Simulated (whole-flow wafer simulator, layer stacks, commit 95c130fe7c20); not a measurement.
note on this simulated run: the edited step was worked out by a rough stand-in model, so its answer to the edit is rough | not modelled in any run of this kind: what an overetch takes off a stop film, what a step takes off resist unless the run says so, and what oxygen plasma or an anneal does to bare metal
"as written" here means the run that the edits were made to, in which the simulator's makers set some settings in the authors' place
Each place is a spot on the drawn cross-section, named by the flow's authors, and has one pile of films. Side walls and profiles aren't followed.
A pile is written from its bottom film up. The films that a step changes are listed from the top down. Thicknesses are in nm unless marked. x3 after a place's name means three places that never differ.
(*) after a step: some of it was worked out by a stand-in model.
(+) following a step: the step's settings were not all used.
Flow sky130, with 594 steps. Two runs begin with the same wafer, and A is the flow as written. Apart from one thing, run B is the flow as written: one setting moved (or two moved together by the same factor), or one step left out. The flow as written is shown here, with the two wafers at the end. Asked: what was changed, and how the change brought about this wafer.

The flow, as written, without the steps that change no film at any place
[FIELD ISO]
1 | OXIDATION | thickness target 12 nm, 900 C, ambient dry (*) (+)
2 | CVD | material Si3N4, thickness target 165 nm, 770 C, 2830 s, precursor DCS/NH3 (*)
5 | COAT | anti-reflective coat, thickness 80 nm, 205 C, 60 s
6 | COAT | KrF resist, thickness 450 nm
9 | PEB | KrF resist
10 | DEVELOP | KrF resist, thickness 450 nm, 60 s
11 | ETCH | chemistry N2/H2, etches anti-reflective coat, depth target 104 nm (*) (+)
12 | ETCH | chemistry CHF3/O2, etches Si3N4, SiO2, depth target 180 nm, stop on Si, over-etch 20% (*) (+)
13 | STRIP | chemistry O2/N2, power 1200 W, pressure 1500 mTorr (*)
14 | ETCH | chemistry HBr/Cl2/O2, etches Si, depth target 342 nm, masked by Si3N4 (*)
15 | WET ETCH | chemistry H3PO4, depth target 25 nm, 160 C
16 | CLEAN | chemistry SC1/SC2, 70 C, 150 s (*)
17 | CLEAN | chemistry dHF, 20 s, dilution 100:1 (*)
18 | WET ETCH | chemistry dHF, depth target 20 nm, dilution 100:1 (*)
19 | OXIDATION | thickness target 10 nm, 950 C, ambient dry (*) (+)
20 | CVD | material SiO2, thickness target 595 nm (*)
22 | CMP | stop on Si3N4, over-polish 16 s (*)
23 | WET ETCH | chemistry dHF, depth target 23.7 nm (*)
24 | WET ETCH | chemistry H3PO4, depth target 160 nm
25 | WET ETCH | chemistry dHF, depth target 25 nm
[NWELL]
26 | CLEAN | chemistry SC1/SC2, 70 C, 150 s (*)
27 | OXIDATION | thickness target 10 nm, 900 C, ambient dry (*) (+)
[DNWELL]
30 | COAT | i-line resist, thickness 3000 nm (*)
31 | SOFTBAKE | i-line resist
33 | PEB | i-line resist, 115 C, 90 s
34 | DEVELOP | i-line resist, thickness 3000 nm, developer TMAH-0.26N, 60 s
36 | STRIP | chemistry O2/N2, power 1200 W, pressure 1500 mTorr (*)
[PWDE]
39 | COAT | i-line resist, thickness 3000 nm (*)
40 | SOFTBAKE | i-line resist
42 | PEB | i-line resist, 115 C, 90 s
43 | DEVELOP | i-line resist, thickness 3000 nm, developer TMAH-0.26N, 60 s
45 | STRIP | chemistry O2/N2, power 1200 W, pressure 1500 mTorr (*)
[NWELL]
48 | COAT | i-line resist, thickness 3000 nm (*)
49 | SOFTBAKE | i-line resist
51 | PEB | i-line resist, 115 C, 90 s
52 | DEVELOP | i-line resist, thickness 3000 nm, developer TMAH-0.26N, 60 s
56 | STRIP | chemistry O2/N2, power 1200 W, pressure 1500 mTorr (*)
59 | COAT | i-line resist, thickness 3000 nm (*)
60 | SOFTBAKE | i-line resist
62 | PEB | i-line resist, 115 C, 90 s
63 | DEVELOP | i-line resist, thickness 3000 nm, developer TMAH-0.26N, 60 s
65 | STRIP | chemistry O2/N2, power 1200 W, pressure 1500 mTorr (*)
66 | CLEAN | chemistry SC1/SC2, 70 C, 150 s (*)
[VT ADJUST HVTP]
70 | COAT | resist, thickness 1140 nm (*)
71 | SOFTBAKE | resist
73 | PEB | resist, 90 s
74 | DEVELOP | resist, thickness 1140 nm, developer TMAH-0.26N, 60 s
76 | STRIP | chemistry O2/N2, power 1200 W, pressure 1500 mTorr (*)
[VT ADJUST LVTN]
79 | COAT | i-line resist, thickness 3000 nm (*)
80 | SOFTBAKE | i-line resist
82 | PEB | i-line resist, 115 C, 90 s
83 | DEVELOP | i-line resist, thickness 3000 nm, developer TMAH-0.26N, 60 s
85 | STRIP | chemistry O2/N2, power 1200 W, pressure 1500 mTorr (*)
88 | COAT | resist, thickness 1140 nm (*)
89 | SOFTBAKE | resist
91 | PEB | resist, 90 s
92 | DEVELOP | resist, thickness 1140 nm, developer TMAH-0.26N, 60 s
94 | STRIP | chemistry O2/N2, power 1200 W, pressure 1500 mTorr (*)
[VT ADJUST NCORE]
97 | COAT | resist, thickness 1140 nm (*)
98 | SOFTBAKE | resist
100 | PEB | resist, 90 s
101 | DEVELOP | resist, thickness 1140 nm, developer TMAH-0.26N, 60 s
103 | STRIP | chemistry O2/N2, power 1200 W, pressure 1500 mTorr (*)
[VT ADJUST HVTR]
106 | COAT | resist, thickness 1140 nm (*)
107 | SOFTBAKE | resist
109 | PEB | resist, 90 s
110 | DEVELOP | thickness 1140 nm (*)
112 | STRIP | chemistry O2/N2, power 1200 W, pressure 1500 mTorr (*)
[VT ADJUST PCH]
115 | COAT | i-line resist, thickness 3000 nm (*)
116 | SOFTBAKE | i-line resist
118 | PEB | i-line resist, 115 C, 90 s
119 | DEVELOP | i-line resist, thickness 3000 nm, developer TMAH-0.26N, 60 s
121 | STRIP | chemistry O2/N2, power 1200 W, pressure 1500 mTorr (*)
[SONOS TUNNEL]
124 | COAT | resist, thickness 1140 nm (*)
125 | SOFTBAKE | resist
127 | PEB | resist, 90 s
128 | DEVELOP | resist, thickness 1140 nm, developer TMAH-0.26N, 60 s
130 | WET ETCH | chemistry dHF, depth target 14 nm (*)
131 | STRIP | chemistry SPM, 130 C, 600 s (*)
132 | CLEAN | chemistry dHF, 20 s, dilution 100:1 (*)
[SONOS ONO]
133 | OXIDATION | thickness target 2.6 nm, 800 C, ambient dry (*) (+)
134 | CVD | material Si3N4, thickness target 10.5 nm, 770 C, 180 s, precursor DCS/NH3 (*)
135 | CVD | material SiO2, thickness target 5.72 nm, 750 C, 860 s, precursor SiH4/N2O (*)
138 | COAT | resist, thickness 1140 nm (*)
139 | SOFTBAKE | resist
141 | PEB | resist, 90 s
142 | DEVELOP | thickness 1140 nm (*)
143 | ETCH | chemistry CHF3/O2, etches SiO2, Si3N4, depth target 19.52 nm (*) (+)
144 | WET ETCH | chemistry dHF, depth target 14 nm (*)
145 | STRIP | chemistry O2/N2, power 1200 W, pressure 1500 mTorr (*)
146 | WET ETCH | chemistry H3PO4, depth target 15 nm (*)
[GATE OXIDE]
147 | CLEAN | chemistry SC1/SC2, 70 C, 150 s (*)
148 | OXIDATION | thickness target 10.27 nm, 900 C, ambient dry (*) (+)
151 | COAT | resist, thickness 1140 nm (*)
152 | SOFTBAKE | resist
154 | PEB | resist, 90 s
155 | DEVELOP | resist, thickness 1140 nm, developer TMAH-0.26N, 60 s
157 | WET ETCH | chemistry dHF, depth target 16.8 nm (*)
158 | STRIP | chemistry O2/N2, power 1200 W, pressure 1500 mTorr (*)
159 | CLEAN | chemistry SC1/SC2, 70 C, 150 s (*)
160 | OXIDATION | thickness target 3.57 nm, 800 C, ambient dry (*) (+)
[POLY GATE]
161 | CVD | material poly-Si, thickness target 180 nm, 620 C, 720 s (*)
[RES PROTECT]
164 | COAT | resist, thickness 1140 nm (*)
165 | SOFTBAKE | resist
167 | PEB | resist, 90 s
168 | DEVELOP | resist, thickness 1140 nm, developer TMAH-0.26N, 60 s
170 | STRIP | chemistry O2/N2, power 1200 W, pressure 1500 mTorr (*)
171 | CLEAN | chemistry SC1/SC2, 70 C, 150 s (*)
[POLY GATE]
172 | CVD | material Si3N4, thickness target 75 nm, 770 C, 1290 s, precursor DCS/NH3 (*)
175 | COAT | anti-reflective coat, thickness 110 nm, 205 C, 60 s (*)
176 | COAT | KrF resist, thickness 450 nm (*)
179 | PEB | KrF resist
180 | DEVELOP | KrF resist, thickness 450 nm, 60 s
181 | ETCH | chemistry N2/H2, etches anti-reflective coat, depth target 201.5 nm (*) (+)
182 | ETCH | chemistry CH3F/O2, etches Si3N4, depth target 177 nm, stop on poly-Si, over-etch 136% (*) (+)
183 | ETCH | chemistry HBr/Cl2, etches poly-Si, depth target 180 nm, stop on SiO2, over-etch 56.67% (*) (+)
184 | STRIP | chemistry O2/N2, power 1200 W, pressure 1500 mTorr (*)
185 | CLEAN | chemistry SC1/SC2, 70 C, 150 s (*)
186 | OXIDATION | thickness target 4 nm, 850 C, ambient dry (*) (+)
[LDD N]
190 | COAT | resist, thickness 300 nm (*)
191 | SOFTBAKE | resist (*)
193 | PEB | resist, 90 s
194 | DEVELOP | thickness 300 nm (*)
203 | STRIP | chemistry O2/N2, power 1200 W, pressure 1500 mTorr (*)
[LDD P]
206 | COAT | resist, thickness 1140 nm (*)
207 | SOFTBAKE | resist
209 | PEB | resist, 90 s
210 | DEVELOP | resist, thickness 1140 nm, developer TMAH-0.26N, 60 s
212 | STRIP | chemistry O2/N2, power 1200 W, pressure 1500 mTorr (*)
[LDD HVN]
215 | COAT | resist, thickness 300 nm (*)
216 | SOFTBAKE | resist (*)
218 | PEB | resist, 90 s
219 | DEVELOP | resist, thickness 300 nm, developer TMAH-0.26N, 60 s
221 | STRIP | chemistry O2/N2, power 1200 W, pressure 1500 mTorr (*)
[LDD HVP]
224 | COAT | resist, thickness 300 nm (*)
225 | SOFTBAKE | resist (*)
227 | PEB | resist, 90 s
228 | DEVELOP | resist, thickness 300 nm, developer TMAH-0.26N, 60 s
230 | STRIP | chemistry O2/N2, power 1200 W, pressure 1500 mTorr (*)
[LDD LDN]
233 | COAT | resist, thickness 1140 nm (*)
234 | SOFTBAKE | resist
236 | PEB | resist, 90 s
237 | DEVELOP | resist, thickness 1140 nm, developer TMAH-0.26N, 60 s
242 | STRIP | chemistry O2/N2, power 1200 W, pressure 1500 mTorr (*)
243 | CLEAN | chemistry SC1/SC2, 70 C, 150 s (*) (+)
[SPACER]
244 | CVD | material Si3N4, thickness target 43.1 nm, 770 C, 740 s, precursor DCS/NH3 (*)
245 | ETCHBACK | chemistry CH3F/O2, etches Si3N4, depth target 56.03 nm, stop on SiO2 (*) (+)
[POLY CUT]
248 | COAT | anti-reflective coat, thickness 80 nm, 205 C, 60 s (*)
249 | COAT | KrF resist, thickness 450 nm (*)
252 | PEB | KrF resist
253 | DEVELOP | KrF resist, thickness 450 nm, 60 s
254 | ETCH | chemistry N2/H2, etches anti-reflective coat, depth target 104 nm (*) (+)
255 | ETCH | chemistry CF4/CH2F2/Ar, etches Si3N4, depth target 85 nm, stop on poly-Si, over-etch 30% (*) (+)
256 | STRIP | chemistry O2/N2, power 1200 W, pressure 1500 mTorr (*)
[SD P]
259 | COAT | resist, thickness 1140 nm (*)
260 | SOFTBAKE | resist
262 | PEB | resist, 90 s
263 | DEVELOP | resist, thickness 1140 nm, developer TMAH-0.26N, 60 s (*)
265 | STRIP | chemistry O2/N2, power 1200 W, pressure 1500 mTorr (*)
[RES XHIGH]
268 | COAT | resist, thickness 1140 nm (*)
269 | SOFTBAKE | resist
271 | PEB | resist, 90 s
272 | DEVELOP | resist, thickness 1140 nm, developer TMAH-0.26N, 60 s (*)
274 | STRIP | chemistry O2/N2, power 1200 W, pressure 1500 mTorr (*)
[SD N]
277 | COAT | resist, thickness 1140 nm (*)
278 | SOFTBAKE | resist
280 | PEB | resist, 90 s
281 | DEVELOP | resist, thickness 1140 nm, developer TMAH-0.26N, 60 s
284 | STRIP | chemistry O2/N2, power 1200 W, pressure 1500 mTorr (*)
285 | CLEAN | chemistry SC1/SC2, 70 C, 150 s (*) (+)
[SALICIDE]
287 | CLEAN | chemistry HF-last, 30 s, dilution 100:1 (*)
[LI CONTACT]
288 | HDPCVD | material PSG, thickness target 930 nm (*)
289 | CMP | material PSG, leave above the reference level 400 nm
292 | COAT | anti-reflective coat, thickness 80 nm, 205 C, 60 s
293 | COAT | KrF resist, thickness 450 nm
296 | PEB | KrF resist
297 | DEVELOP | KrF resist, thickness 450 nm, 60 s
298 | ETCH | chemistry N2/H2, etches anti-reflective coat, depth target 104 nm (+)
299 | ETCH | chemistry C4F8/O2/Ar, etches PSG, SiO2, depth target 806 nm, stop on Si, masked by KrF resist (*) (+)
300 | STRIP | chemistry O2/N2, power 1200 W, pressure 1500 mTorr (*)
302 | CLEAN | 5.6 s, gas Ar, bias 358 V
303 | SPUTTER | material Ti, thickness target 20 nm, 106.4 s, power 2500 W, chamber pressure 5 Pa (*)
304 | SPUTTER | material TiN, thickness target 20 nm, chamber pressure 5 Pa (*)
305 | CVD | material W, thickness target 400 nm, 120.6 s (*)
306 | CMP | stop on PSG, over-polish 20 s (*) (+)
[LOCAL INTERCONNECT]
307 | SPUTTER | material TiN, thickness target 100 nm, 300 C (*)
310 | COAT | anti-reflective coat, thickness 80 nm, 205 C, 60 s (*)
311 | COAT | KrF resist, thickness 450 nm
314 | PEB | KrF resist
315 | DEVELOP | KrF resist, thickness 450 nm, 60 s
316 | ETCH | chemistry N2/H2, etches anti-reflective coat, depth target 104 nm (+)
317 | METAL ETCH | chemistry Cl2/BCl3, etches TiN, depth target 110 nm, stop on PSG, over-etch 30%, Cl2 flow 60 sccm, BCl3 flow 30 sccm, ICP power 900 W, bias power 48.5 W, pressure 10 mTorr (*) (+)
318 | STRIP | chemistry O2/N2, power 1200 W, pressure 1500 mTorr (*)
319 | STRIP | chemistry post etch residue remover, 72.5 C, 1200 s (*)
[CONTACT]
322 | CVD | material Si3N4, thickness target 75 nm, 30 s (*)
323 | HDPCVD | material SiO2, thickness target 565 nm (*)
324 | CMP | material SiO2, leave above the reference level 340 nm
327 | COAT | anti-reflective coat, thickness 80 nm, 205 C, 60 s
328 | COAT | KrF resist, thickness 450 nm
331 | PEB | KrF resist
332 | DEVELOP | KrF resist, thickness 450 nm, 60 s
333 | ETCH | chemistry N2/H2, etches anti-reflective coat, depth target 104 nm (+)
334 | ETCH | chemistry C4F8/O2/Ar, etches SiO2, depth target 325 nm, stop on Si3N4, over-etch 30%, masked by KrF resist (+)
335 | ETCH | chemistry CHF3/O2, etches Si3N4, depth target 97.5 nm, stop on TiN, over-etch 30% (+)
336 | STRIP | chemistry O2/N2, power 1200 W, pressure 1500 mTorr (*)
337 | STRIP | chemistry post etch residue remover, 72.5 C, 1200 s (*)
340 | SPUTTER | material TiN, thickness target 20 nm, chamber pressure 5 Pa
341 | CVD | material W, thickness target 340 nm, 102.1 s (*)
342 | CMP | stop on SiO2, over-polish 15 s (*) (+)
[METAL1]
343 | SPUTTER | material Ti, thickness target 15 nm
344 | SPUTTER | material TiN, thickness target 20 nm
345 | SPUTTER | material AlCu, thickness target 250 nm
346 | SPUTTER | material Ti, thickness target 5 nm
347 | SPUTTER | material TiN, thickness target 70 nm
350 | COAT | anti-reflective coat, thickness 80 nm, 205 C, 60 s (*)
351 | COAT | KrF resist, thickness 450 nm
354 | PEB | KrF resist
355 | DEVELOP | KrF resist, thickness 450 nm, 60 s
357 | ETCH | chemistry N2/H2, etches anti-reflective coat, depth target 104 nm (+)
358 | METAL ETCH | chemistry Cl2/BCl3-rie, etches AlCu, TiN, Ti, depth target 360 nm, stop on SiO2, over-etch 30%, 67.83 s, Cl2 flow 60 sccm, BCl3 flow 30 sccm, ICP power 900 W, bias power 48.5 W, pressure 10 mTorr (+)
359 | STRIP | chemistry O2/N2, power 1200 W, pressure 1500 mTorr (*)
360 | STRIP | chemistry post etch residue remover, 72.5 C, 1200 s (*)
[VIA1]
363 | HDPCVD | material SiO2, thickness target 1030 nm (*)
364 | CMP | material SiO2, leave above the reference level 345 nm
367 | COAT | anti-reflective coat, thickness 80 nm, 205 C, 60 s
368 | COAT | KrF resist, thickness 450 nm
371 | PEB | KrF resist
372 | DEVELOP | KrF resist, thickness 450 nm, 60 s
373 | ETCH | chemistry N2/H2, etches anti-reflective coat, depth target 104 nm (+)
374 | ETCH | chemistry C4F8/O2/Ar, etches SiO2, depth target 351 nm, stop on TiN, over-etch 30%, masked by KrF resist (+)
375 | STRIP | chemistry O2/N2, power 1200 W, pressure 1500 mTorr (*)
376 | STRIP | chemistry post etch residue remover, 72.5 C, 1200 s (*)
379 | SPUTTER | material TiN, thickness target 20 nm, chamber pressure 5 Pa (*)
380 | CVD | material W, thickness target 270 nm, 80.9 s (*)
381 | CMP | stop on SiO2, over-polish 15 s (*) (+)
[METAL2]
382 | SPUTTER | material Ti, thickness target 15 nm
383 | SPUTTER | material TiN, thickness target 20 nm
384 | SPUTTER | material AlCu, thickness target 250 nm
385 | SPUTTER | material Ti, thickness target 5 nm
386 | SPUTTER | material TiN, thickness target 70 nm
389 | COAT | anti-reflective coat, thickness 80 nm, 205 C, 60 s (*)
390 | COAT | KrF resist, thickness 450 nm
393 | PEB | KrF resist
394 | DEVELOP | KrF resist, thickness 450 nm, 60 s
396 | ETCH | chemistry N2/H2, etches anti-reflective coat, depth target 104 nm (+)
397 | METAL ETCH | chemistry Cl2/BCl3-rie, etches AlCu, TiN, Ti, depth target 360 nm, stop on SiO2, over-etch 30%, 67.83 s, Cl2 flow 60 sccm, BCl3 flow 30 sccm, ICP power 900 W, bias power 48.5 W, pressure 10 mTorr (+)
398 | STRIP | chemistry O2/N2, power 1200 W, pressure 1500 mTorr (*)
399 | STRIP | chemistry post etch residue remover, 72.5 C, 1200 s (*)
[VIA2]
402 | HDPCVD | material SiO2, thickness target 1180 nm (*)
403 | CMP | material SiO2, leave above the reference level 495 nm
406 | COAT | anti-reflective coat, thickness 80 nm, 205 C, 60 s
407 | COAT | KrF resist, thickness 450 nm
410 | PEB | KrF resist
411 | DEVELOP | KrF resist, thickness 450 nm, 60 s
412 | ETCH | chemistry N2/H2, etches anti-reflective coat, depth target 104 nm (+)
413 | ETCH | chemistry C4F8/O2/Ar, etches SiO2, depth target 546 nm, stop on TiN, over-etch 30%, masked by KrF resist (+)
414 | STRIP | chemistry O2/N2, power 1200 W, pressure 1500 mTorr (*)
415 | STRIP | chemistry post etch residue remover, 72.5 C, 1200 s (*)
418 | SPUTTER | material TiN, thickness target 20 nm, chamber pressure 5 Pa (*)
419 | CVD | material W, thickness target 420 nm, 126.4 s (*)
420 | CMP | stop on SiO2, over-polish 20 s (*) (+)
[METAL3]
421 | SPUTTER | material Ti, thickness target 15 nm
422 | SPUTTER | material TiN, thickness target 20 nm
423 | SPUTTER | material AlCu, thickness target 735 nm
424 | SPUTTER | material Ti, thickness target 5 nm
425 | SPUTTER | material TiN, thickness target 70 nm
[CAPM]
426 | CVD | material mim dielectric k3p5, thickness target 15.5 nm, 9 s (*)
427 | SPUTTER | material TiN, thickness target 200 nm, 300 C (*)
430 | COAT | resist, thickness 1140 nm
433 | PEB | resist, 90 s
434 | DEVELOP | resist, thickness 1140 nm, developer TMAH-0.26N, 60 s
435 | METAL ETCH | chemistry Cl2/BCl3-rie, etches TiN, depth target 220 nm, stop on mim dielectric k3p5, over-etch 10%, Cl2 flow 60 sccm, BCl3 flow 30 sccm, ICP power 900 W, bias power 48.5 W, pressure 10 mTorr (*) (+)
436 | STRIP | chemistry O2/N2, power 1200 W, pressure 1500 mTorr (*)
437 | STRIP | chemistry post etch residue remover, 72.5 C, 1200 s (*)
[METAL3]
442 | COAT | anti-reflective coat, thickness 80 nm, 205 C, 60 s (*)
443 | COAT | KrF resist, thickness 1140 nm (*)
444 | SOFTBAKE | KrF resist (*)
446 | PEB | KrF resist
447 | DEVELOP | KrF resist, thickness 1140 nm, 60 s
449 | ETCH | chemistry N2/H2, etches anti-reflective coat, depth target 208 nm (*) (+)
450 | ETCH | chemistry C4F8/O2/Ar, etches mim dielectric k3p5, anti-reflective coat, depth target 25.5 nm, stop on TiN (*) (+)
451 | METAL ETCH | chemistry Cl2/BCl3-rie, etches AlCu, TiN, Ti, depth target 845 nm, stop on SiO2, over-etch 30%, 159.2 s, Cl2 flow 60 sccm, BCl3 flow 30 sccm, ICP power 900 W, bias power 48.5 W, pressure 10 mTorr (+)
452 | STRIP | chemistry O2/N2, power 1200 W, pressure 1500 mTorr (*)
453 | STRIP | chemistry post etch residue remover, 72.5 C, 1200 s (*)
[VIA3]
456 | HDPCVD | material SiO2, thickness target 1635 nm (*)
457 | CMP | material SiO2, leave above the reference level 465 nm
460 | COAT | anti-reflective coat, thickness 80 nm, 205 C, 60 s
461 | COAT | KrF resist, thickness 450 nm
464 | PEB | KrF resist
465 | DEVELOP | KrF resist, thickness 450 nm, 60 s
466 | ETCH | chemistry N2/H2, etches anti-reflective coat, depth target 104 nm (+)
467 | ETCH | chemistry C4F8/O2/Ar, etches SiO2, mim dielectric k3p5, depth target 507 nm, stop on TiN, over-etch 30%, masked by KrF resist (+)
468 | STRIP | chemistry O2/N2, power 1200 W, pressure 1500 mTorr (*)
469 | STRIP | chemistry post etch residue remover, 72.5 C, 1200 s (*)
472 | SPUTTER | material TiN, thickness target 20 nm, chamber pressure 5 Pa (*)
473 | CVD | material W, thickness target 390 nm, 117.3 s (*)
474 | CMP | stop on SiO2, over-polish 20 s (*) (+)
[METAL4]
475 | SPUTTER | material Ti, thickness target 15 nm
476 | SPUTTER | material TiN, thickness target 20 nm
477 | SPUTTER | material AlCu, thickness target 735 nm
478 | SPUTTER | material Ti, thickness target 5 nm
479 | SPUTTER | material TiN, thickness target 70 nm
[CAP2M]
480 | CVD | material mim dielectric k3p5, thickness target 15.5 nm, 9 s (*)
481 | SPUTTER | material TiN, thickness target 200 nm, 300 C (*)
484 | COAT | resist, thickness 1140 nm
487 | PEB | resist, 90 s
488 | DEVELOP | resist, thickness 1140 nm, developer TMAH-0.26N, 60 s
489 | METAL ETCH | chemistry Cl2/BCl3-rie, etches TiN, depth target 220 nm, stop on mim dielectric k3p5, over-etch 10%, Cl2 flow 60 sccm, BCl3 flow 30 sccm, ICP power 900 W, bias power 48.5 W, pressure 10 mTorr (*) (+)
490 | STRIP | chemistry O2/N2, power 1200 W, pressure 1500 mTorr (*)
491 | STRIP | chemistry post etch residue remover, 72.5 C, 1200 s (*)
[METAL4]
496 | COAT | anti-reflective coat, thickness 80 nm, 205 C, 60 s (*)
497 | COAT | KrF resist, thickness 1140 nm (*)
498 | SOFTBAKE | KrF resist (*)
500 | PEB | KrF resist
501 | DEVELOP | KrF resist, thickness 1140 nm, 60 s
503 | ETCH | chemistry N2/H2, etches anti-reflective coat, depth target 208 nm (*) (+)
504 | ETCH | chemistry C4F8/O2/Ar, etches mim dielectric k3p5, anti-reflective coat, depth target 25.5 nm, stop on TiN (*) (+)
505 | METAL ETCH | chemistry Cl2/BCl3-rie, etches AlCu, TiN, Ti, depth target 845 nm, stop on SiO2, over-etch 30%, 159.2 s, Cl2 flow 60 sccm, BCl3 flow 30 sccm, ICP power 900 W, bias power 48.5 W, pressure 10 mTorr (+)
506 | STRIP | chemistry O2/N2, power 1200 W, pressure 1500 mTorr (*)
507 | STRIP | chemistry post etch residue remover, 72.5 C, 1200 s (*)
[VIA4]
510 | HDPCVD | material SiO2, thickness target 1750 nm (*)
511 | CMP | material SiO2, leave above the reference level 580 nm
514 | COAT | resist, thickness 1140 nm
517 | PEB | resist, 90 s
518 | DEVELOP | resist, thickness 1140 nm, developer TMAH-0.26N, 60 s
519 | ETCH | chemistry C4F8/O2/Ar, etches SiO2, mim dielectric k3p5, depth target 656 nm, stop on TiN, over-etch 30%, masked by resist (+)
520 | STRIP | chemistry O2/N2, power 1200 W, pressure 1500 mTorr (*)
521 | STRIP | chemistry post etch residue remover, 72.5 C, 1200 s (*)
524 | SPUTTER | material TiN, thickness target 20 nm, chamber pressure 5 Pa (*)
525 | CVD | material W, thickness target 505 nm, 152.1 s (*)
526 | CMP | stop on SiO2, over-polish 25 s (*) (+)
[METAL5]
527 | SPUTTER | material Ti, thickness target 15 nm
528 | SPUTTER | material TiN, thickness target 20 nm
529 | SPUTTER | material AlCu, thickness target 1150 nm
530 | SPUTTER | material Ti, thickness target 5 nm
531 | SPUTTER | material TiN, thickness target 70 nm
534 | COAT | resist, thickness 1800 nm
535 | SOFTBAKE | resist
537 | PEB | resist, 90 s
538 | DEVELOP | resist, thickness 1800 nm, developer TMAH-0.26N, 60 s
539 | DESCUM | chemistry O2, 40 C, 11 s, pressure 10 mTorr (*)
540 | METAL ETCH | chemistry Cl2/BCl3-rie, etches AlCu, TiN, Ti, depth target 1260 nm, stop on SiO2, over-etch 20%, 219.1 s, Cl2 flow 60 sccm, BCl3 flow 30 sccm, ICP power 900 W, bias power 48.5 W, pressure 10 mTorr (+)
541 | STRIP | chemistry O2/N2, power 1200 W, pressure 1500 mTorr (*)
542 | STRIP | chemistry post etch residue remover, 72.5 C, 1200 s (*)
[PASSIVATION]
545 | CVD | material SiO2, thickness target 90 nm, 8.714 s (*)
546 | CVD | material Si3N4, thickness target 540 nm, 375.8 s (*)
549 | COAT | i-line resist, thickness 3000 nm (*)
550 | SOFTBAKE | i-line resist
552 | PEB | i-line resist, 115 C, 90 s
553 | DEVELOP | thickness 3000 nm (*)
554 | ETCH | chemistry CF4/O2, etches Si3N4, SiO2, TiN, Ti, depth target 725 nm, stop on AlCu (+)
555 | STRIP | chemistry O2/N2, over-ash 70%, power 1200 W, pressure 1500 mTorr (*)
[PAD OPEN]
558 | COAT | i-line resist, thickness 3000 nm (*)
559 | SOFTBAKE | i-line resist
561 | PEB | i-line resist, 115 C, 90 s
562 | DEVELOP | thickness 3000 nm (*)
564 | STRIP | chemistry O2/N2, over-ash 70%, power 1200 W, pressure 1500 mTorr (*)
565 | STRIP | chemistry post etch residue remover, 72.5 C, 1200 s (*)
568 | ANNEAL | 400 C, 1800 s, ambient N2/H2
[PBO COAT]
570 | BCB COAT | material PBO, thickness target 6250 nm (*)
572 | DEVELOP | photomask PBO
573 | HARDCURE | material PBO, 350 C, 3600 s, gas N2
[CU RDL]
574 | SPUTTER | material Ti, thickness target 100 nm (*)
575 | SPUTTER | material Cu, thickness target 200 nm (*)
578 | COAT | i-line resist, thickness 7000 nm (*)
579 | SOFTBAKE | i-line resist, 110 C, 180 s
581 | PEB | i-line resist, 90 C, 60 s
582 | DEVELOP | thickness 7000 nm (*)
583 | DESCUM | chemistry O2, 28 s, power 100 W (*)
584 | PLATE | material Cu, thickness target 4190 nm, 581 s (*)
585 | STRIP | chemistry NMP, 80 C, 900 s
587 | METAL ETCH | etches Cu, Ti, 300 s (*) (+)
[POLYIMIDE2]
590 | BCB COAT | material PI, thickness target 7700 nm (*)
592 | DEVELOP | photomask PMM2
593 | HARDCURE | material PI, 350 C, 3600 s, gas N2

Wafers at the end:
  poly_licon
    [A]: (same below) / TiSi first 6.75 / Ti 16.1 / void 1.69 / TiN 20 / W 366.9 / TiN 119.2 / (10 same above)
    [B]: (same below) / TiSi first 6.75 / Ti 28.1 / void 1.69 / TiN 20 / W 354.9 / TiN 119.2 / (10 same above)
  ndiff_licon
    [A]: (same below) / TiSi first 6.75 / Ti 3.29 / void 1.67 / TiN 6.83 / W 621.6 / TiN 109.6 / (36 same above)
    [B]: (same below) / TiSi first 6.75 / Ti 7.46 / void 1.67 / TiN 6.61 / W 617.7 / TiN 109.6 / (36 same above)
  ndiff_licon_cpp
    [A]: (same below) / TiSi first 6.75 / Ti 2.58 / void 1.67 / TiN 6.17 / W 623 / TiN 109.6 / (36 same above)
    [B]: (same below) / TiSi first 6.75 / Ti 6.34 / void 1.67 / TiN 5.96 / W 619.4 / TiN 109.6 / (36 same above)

Cause: step 303, SPUTTER: thickness target 32 nm was run, while the flow as written has thickness target 20 nm.

The path from the change to this, step by step:
  303 | SPUTTER | material Ti, thickness target 20 nm, 106.4 s, power 2500 W, chamber pressure 5 Pa (*)
      field, active, n_well and 185 more: A Ti gains 20 (new film) | B Ti gains 32 (new film)
      ndiff_licon: A Ti gains 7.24 (new film) | B Ti gains 11.4 (new film)
      (and at 2 other places as well)
  306 | CMP | stop on PSG, over-polish 20 s (*) (+)
      field, active, n_well and 184 more: A W loses 400 (all of it), TiN loses 20 (all of it), Ti loses 20 (all of it), PSG loses 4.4 | B W loses 400 (all of it), TiN loses 20 (all of it), Ti loses 32 (all of it), PSG loses 4.4
      ndiff_licon, ndiff_licon_cpp, rpo_hd_licon: A W loses 444.9 | B W loses 456.9
      (and at 1 other place as well)
